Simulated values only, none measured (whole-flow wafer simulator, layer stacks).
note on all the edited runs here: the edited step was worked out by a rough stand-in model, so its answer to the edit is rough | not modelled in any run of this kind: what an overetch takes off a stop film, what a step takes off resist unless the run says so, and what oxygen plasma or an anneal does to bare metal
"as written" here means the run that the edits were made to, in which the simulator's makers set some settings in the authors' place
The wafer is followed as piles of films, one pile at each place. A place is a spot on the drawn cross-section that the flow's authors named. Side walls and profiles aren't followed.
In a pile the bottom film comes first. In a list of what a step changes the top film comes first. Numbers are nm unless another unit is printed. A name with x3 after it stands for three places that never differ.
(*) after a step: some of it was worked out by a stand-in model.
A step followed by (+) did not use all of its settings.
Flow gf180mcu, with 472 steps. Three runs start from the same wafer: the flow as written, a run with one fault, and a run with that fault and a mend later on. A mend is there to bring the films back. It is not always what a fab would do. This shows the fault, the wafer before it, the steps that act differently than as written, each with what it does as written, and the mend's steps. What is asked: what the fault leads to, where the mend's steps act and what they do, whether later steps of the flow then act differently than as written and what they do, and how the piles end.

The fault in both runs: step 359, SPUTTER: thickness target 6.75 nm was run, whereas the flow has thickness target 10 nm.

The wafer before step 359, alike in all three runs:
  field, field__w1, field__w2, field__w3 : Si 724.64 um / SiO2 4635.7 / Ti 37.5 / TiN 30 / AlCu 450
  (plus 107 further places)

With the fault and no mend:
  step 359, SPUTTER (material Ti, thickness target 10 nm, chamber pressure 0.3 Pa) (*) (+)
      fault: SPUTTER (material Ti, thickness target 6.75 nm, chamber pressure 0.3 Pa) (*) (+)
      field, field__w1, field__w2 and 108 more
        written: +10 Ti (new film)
        fault: +6.75 Ti (new film)
  Steps further on in the flow that do not act as written (5 other steps are not shown; they differ only slightly, by no more than 2% or 0.5 nm, whichever is larger):
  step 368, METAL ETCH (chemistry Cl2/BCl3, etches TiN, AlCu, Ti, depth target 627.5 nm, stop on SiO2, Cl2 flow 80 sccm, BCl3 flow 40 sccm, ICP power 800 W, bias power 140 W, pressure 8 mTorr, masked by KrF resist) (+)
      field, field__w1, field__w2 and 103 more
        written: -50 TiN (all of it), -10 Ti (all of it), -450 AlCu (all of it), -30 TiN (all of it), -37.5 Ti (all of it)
        fault: -50 TiN (all of it), -6.75 Ti (all of it), -450 AlCu (all of it), -30 TiN (all of it), -37.5 Ti (all of it)
  At field__w8, contact, m1, m1__w1, m1_nw, the piles at the end differ from the flow's by more than 2% or 0.5 nm, whichever is larger.
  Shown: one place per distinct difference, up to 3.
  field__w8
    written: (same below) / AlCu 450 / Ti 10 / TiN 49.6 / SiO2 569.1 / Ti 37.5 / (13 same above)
    fault: (same below) / AlCu 450 / Ti 6.75 / TiN 49.6 / SiO2 572.4 / Ti 37.5 / (13 same above)
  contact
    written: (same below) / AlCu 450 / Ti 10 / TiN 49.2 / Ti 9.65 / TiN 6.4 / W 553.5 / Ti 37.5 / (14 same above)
    fault: (same below) / AlCu 450 / Ti 6.75 / TiN 49.2 / Ti 9.63 / TiN 6.39 / W 556.8 / Ti 37.5 / (14 same above)

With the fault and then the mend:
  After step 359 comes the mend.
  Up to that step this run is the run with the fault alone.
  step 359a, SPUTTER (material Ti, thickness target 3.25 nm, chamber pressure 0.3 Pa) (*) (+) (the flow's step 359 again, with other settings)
      field, field__w1, field__w2 and 108 more
        +3.25 Ti
  Every later step of the flow that is run acts as written at every place that is followed.
  At every place that both follow, the piles at the end match the flow's.
